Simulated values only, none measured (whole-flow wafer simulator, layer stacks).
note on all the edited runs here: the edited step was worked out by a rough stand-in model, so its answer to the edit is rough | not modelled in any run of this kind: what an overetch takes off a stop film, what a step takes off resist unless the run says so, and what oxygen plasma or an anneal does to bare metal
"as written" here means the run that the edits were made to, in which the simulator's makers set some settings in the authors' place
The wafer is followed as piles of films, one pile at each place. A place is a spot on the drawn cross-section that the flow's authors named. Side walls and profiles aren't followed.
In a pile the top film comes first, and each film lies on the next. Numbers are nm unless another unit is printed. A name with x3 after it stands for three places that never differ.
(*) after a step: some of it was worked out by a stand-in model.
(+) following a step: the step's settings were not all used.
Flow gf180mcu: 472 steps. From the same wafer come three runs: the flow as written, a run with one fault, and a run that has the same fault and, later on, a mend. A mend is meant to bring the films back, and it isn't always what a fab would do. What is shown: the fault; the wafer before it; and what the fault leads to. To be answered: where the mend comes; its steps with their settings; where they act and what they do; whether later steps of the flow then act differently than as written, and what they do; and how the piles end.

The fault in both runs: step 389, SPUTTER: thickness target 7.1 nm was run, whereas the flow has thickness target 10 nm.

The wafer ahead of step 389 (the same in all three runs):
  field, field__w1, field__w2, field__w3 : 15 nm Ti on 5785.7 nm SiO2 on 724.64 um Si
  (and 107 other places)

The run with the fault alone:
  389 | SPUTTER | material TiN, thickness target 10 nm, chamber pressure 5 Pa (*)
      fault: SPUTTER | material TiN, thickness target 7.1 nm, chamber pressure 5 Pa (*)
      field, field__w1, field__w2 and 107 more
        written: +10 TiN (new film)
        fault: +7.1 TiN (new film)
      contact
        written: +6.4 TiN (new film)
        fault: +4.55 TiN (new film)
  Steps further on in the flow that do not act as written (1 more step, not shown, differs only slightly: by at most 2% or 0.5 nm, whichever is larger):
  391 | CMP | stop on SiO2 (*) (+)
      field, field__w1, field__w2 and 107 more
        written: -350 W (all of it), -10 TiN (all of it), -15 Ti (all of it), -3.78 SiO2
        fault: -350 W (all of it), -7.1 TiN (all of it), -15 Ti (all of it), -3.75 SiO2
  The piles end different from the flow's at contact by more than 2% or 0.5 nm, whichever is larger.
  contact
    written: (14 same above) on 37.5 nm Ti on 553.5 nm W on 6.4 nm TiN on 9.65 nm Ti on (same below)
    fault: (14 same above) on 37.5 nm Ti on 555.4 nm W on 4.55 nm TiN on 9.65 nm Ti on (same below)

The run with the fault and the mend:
  The mend stands after step 389.
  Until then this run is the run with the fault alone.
  389a | SPUTTER | material TiN, thickness target 2.9 nm, chamber pressure 5 Pa (*) (a further turn of the flow's step 389, with different settings)
      field, field__w1, field__w2 and 107 more
        +2.9 TiN
      contact
        +1.85 TiN
  Every later step of the flow that is run acts as written at every place that is followed.
  The piles end the same as the flow's at every place that both follow.
